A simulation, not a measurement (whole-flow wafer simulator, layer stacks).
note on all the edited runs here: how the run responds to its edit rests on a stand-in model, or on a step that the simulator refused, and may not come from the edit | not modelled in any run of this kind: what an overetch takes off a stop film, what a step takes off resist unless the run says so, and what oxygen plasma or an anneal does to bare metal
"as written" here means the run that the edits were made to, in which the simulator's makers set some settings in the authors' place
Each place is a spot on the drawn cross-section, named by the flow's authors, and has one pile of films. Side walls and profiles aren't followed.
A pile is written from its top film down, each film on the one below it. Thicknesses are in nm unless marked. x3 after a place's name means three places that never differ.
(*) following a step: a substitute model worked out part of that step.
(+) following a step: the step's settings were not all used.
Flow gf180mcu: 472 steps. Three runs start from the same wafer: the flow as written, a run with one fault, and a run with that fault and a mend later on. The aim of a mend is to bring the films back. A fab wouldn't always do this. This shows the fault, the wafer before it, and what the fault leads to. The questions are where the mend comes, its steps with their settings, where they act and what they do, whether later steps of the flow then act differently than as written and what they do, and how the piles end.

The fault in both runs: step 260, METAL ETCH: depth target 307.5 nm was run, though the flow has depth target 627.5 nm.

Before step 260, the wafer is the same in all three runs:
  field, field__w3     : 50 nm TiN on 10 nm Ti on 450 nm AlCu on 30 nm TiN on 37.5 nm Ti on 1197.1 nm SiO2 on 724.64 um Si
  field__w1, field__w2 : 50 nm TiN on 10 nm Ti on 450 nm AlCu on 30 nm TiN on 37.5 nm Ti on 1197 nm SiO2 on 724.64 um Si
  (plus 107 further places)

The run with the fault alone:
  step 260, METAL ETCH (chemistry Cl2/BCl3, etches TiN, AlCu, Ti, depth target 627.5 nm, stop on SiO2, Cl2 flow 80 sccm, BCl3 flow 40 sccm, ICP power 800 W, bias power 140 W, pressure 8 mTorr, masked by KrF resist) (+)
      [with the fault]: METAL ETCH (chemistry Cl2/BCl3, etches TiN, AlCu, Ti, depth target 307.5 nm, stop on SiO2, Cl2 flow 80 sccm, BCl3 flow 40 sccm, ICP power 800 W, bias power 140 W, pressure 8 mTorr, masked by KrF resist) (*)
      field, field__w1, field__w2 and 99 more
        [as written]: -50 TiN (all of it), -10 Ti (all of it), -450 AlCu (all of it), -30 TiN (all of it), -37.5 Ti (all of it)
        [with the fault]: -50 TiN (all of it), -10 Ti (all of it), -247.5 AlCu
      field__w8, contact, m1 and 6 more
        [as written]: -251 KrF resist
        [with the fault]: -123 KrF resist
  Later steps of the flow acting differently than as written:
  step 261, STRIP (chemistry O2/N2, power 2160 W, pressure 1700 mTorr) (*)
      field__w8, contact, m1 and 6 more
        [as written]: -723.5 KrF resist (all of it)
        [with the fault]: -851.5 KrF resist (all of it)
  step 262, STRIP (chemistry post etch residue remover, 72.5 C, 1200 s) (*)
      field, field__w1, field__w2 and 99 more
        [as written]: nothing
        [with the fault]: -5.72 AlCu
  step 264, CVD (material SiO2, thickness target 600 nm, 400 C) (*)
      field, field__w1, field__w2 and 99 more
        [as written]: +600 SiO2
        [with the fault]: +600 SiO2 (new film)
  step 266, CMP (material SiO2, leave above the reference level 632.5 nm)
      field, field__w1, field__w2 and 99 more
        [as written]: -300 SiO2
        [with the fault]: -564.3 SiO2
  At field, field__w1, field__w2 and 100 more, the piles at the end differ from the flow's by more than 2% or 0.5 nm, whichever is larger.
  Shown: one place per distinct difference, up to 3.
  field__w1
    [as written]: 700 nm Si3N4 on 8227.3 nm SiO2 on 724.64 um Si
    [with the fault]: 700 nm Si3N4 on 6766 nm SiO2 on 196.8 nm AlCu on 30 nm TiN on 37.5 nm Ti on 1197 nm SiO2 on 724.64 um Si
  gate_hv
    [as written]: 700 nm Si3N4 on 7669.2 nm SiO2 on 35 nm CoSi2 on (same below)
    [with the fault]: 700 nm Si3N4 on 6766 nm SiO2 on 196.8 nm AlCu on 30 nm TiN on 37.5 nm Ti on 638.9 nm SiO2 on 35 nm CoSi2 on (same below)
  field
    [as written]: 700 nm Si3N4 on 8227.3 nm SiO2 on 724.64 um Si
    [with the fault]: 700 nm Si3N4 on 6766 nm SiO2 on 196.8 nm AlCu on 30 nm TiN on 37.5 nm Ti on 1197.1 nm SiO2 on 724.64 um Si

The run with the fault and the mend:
  The mend stands after step 260.
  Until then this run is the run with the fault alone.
  step 260a, METAL ETCH (chemistry Cl2/BCl3, etches TiN, AlCu, Ti, depth target 320 nm, stop on SiO2, Cl2 flow 80 sccm, BCl3 flow 40 sccm, ICP power 800 W, bias power 140 W, pressure 8 mTorr, masked by KrF resist) (+) (the flow's step 260, run once more with other settings)
      field, field__w1, field__w2 and 99 more
        -202.5 AlCu (all of it), -30 TiN (all of it), -37.5 Ti (all of it)
      field__w8, contact, m1 and 6 more
        -128 KrF resist
  None of the later steps of the flow acts differently than as written at any place that is followed.
  At every place that both follow, the piles at the end match the flow's.
